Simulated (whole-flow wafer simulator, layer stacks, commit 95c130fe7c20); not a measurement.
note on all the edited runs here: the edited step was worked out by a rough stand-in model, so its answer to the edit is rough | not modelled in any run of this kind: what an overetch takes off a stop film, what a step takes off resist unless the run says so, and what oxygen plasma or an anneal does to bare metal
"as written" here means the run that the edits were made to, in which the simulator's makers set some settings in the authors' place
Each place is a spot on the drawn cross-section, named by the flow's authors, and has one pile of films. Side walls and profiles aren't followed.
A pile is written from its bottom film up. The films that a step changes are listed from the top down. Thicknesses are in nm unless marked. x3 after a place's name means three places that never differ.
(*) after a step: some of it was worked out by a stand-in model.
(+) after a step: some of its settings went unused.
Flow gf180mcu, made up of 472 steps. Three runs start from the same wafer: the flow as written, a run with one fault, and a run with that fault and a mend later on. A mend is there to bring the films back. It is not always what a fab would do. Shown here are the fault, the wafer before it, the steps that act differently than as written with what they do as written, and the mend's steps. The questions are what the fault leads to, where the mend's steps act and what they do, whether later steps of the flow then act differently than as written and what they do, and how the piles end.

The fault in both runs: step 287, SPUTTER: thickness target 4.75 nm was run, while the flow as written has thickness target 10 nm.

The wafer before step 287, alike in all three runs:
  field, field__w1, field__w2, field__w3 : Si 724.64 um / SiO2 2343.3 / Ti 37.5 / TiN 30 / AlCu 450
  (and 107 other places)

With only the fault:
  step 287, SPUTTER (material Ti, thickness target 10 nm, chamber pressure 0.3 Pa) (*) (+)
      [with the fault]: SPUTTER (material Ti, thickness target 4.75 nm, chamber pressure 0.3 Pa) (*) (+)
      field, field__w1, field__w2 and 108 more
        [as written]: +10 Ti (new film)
        [with the fault]: +4.75 Ti (new film)
  Steps later in the flow that act otherwise than as written (5 more steps, not shown, differ only slightly: by at most 2% or 0.5 nm, whichever is larger):
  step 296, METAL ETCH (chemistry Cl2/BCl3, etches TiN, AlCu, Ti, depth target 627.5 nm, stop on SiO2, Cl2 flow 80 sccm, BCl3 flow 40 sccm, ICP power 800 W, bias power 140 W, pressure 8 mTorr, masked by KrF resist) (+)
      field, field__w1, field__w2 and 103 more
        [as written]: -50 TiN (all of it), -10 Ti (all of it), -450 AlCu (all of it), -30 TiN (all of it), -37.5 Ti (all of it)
        [with the fault]: -50 TiN (all of it), -4.75 Ti (all of it), -450 AlCu (all of it), -30 TiN (all of it), -37.5 Ti (all of it)
  By the end, the piles at field__w8, contact, m1, m1__w1, m1_nw depart from the flow's by more than 2% or 0.5 nm, whichever is larger.
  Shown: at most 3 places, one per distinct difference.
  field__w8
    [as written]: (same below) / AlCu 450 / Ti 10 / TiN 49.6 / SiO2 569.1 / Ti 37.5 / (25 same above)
    [with the fault]: (same below) / AlCu 450 / Ti 4.75 / TiN 49.6 / SiO2 574.4 / Ti 37.5 / (25 same above)
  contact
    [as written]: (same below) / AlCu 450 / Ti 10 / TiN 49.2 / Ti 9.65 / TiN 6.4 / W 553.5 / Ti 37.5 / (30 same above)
    [with the fault]: (same below) / AlCu 450 / Ti 4.75 / TiN 49.2 / Ti 9.62 / TiN 6.38 / W 558.8 / Ti 37.5 / (30 same above)

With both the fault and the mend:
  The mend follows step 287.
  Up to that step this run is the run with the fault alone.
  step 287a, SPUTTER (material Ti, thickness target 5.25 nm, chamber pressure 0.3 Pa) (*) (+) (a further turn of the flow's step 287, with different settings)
      field, field__w1, field__w2 and 108 more
        +5.25 Ti
  Later steps of the flow that are run all act as written at every place that is followed.
  The piles end the same as the flow's at every place that both follow.
